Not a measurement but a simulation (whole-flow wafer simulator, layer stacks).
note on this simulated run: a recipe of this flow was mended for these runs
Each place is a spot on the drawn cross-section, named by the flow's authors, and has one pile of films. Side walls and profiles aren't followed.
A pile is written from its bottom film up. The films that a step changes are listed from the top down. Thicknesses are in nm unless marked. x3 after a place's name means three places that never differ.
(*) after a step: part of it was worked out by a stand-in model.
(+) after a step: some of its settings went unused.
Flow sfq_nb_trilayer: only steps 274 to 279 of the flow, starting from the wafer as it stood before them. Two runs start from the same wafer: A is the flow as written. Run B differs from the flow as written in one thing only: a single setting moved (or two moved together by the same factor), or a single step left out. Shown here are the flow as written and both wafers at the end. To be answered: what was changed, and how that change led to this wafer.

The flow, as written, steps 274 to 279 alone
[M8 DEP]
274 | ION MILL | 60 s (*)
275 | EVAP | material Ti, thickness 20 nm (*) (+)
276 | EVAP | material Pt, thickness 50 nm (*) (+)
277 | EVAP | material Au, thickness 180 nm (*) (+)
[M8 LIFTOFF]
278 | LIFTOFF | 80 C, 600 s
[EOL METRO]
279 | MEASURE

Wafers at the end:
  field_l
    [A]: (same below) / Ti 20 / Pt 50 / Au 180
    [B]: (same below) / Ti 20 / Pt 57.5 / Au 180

Cause: step 276, EVAP: thickness 57.5 nm was run, while the flow as written has thickness 50 nm.
The wafer itself shows it: field_l has Pt 57.5, and step 276 as written asks for 50 nm.

Step by step, how the change led to this:
  276 | EVAP | material Pt, thickness 50 nm (*) (+)
      field_l, v_sur x3, via_wl x2 and 100 more: A +50 Pt (new film) | B +57.5 Pt (new film)
  278 | LIFTOFF | 80 C, 600 s
      p4_fl x5, p4_w1 x9, p3_s0 x11 and 49 more: A -180 Au (all of it), -50 Pt (all of it), -20 Ti (all of it), -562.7 KrF-resist-other-grade (all of it), -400 lift-off-underlayer (all of it) | B -180 Au (all of it), -57.5 Pt (all of it), -20 Ti (all of it), -562.7 KrF-resist-other-grade (all of it), -400 lift-off-underlayer (all of it)
      r_sur, res, r_end: A -180 Au (all of it), -50 Pt (all of it), -20 Ti (all of it), -559.9 KrF-resist-other-grade (all of it), -399.5 lift-off-underlayer (all of it) | B -180 Au (all of it), -57.5 Pt (all of it), -20 Ti (all of it), -559.9 KrF-resist-other-grade (all of it), -399.5 lift-off-underlayer (all of it)
      (and at 18 other places as well)
